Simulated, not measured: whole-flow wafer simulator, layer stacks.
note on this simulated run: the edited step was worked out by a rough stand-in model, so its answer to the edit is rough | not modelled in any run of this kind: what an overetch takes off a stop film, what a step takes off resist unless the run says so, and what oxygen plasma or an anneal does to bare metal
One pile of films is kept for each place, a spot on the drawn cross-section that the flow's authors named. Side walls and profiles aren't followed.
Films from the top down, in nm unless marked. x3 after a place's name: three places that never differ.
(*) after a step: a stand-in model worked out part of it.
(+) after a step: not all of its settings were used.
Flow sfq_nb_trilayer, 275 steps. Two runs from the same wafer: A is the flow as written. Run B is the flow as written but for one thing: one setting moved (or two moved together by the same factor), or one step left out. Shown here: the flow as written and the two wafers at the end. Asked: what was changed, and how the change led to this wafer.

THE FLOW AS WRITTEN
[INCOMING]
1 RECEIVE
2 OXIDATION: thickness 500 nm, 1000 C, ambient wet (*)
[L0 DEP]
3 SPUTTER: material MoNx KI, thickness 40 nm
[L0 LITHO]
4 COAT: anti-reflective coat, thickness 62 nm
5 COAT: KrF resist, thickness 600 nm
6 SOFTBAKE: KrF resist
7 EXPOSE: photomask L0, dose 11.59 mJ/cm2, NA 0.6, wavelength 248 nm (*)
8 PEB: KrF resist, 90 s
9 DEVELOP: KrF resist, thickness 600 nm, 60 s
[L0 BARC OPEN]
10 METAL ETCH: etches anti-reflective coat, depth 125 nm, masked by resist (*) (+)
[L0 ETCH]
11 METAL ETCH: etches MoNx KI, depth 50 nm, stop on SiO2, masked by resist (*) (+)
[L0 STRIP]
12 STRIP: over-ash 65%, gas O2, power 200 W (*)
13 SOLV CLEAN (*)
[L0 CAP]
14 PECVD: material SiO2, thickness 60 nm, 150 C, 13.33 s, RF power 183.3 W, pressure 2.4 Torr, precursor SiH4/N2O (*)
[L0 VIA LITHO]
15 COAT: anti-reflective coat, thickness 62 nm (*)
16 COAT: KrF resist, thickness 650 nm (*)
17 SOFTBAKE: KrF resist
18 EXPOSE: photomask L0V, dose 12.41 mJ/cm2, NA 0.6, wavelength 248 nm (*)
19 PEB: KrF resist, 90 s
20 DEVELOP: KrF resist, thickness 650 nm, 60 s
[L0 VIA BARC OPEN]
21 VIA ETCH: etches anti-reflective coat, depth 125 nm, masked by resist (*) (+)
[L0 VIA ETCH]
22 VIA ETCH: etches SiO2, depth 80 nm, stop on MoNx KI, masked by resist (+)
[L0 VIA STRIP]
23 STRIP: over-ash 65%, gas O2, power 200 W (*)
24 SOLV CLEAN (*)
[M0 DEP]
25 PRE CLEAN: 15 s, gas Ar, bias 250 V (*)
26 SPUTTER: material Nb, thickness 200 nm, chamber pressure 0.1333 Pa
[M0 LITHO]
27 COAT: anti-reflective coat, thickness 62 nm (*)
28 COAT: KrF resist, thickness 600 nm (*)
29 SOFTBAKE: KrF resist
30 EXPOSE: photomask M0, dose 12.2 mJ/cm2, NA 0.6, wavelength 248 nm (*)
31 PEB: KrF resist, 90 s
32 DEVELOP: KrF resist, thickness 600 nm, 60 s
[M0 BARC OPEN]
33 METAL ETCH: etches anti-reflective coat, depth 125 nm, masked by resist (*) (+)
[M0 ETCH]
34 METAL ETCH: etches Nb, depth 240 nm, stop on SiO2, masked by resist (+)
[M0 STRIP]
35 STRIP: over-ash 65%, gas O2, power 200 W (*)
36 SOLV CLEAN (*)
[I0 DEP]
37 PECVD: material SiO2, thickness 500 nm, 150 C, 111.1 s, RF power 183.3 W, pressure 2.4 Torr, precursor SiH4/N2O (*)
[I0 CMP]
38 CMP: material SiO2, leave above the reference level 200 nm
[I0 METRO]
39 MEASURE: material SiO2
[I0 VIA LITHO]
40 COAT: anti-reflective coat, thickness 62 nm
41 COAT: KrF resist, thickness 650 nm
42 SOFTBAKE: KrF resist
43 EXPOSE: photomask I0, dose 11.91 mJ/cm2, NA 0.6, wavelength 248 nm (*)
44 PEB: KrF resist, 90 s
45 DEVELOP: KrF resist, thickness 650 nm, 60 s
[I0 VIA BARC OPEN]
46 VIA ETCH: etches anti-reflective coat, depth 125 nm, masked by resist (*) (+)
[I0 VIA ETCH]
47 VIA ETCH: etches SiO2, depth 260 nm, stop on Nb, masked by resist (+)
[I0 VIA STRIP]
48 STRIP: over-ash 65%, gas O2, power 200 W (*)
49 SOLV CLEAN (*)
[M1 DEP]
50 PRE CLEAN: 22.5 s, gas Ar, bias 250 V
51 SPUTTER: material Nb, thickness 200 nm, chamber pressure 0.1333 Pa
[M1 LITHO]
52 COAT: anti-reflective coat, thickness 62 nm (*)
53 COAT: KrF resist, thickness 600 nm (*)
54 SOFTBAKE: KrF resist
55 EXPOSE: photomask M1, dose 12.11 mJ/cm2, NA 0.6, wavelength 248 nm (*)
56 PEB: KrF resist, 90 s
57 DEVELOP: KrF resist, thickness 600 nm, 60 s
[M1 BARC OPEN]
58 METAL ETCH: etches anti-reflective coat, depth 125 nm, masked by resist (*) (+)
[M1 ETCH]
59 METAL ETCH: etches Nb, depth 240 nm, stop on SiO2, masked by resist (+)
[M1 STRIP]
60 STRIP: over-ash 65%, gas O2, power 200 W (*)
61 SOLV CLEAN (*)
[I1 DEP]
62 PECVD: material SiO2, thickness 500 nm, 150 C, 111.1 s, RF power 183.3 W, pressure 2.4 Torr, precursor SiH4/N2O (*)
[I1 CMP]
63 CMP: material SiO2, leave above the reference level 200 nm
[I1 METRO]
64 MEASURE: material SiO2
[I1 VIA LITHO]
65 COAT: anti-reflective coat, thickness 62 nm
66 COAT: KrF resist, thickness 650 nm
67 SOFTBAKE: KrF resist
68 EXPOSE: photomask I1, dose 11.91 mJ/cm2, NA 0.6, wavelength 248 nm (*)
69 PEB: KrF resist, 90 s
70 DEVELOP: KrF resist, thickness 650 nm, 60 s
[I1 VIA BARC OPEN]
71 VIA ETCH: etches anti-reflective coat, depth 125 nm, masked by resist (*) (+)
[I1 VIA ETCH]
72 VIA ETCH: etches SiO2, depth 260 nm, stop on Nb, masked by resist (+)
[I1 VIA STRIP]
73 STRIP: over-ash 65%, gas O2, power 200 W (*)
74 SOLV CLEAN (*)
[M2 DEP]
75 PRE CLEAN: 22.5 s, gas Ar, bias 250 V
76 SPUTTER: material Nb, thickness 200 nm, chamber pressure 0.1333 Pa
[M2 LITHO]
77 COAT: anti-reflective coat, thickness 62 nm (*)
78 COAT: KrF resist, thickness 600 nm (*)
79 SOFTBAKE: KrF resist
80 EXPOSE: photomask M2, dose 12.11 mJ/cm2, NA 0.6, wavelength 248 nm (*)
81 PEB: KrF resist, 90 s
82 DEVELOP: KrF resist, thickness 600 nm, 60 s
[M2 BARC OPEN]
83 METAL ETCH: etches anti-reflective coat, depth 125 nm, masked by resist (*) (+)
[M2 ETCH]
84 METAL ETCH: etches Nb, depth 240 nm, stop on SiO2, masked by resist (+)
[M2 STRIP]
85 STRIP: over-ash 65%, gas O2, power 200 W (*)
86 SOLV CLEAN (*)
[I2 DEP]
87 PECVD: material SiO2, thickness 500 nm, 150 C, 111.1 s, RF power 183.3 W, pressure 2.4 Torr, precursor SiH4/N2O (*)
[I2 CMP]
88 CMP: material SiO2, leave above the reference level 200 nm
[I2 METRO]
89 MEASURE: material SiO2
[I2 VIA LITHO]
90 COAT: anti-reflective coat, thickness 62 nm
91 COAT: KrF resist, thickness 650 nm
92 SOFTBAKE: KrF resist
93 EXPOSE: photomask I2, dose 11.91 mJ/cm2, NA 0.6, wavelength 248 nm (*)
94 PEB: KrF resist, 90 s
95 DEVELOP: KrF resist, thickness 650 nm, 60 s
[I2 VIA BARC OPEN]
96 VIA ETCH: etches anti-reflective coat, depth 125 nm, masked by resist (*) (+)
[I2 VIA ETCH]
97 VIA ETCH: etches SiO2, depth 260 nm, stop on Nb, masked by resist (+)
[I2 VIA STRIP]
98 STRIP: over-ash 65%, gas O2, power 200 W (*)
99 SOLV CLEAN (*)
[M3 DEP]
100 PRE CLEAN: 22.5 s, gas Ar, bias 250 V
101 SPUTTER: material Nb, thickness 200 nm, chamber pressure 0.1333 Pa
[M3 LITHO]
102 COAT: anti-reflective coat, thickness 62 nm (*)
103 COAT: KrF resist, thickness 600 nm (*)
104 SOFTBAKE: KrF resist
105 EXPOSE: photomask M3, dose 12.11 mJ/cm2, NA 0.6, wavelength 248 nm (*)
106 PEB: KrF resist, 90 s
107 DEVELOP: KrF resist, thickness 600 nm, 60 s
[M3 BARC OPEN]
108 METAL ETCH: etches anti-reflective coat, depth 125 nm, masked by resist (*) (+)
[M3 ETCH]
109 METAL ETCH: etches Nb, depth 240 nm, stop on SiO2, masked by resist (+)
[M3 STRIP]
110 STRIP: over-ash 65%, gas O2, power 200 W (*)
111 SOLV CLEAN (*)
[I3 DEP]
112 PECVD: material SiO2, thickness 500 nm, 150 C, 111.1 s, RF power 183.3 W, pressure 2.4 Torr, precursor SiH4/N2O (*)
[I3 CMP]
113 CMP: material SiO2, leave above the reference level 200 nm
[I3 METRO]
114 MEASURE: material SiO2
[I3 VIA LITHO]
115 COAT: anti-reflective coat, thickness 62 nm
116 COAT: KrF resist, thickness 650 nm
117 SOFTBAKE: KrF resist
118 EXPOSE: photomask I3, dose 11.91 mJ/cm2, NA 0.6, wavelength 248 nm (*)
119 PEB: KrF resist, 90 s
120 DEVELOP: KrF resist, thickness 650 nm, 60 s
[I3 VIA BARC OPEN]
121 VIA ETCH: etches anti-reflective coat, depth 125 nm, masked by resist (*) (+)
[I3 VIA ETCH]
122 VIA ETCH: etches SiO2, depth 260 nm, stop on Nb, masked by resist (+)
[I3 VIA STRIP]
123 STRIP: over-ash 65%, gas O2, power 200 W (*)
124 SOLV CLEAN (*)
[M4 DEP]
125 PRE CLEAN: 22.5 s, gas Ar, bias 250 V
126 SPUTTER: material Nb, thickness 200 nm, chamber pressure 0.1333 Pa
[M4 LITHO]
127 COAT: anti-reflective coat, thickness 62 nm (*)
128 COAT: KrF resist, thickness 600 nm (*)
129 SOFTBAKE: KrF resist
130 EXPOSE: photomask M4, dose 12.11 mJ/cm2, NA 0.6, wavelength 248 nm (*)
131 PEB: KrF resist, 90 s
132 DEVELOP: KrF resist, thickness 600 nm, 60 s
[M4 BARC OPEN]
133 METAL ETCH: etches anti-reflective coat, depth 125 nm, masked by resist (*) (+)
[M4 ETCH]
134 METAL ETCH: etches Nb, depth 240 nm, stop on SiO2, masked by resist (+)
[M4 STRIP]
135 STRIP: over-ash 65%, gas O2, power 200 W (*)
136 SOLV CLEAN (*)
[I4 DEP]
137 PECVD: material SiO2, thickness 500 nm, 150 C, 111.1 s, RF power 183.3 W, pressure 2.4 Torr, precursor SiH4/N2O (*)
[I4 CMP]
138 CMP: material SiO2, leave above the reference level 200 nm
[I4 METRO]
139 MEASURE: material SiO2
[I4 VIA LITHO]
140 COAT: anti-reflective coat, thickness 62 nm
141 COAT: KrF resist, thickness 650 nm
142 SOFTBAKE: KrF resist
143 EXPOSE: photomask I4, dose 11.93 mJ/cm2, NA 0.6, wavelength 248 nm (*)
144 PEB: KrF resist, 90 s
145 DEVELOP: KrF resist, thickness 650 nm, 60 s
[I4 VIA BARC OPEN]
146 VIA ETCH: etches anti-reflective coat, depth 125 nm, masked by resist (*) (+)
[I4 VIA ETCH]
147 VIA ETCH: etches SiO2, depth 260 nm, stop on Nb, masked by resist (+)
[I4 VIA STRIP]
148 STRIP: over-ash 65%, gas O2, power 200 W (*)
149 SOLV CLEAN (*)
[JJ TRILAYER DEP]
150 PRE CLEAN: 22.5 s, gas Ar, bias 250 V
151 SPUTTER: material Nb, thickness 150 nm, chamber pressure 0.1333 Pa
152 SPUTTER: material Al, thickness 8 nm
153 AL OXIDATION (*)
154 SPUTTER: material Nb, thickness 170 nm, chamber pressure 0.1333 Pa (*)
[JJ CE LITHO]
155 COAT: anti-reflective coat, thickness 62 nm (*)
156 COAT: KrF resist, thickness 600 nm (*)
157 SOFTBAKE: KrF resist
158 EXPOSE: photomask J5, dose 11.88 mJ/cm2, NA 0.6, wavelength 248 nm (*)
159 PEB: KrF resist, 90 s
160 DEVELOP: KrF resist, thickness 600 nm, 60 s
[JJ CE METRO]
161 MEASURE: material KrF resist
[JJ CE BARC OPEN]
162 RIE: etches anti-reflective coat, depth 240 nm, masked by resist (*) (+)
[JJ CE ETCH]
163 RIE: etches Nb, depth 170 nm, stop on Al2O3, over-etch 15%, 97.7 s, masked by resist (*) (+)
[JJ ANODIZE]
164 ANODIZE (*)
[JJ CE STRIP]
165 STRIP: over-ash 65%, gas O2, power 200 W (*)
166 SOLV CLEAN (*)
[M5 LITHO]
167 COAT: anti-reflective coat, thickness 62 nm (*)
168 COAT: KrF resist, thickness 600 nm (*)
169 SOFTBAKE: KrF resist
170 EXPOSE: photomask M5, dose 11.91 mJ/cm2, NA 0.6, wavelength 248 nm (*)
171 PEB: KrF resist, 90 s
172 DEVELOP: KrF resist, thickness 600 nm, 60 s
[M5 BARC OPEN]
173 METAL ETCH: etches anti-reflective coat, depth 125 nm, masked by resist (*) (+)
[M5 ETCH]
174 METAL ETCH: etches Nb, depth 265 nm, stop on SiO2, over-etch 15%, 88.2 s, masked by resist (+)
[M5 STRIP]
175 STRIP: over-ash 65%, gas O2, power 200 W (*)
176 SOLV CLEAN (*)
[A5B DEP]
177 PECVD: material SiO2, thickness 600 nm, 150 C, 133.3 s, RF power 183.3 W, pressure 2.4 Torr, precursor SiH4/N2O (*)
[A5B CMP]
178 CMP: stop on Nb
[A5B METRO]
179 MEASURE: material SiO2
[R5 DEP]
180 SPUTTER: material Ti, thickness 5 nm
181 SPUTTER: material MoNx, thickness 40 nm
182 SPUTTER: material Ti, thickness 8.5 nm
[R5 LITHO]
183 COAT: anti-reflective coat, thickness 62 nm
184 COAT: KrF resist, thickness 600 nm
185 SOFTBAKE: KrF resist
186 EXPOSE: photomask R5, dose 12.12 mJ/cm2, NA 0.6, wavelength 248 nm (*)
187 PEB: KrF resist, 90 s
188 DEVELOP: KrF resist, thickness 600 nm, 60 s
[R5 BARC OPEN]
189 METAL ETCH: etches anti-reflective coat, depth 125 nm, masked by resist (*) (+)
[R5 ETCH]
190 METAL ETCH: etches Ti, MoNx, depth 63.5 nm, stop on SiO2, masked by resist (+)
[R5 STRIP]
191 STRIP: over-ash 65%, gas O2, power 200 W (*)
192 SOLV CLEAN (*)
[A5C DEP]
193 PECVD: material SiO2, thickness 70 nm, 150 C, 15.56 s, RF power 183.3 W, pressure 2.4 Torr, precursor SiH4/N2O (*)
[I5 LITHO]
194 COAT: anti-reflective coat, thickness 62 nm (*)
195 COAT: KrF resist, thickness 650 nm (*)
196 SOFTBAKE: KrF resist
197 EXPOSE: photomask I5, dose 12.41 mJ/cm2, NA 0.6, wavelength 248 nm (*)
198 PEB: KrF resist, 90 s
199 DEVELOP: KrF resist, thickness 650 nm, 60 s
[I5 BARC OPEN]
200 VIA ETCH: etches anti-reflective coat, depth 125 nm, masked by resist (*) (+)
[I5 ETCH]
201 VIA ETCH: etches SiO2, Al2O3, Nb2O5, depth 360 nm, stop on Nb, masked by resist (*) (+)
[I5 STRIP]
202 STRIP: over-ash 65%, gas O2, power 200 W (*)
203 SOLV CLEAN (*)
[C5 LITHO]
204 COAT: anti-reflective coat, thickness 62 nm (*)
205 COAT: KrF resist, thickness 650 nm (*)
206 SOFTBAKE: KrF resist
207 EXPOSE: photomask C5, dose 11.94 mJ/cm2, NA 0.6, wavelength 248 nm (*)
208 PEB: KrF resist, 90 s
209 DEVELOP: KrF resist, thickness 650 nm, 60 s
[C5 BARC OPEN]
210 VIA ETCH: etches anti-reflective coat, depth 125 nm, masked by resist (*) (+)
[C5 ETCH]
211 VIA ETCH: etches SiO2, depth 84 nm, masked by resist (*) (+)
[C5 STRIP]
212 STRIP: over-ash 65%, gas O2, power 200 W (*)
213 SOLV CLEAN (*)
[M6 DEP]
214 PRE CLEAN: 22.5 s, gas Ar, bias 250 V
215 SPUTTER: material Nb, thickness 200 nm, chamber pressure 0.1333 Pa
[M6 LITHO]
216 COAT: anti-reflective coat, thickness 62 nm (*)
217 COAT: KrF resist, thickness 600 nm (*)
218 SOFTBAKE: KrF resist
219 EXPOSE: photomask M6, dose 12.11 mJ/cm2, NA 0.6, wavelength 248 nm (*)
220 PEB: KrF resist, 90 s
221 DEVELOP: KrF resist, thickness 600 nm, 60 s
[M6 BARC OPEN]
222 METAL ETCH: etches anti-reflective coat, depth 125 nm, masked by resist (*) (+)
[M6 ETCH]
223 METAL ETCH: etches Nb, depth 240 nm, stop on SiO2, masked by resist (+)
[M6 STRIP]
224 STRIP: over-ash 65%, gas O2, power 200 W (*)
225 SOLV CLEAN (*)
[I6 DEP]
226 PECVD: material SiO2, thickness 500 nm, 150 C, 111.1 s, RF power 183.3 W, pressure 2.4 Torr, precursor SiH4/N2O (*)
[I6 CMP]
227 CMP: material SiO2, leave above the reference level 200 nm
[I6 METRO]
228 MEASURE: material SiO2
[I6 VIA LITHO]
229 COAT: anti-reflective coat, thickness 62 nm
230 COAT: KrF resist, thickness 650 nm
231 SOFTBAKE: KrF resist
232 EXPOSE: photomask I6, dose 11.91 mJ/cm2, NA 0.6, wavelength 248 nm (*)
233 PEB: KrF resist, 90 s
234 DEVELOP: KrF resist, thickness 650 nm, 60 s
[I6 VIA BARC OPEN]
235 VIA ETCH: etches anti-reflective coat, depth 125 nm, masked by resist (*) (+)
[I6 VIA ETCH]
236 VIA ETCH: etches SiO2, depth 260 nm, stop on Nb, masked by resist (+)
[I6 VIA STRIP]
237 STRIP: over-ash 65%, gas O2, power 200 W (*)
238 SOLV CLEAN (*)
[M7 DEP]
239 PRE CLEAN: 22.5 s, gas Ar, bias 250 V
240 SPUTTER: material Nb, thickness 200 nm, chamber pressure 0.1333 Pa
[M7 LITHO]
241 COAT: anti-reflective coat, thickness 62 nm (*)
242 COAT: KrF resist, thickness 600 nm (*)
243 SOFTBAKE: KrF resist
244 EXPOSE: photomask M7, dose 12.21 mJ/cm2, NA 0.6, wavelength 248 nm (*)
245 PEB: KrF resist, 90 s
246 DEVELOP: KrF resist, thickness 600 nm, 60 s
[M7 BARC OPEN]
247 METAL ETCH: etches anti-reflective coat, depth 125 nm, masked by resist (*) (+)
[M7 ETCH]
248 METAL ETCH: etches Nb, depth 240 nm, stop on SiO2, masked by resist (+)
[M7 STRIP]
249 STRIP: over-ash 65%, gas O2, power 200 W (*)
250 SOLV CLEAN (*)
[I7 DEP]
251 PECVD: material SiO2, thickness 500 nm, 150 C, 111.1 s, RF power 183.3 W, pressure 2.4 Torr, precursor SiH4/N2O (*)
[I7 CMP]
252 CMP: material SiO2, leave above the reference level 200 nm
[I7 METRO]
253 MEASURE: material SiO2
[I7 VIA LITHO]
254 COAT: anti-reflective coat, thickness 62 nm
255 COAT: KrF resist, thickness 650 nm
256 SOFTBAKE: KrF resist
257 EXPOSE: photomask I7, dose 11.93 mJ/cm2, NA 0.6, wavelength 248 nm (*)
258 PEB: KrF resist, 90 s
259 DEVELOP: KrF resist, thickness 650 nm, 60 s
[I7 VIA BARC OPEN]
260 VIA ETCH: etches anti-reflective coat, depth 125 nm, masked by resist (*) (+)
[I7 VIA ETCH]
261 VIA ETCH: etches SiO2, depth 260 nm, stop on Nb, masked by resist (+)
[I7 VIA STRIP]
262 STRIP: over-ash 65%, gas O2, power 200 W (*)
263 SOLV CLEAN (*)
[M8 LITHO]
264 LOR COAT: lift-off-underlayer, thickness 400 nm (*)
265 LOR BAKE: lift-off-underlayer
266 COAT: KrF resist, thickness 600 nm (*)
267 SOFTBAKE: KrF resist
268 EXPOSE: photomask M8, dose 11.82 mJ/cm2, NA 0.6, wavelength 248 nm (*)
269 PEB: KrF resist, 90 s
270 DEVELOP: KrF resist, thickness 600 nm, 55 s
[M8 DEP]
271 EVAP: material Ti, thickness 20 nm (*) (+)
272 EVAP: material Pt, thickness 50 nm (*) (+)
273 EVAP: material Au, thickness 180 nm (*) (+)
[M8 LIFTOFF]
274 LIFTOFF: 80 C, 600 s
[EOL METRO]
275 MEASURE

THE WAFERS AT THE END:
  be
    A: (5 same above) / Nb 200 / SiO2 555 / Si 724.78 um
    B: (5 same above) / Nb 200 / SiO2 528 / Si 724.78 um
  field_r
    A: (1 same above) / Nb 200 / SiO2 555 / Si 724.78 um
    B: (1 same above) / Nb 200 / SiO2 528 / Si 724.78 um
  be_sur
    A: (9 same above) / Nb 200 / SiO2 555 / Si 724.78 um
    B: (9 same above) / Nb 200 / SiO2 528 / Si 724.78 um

The cause: step 14, PECVD: thickness 33 nm was run, where the flow has thickness 60 nm; step 14, PECVD: 7.333 s was run, where the flow has 13.33 s.

How the change led to this, step by step:
  14 PECVD: material SiO2, thickness 60 nm, 150 C, 13.33 s, RF power 183.3 W, pressure 2.4 Torr, precursor SiH4/N2O (*)
      v_sur, via_wl, via_w and 97 more: A SiO2 +60 | B SiO2 +33
      field_l, l0_sur, l0v, l0r_line_l, l0r_line_c, l0r_line_r: A SiO2 +60 (new film) | B SiO2 +33 (new film)
  22 VIA ETCH: etches SiO2, depth 80 nm, stop on MoNx KI, masked by resist (+)
      field_l, v_sur, via_wl and 102 more: A KrF resist -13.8 | B KrF resist -8.5
      l0v: A SiO2 -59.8 (all of it) | B SiO2 -32.8 (all of it)
  26 SPUTTER: material Nb, thickness 200 nm, chamber pressure 0.1333 Pa
      l0v: A Nb +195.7 (new film) | B Nb +200 (new film)
  27 COAT: anti-reflective coat, thickness 62 nm (*)
      l0_sur: A anti-reflective coat +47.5 (new film) | B anti-reflective coat +50.5 (new film)
      l0v: A anti-reflective coat +78 (new film) | B anti-reflective coat +69.6 (new film)
  28 COAT: KrF resist, thickness 600 nm (*)
      l0v: A KrF resist +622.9 (new film) | B KrF resist +606.3 (new film)
  35 STRIP: over-ash 65%, gas O2, power 200 W (*)
      l0_sur: A KrF resist -372 (all of it), anti-reflective coat -47.5 (all of it) | B KrF resist -373.6 (all of it), anti-reflective coat -50.5 (all of it)
      l0v: A KrF resist -405.3 (all of it), anti-reflective coat -78 (all of it) | B KrF resist -388.7 (all of it), anti-reflective coat -69.6 (all of it)
  38 CMP: material SiO2, leave above the reference level 200 nm
      l0v: A SiO2 -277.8 | B SiO2 -309.1
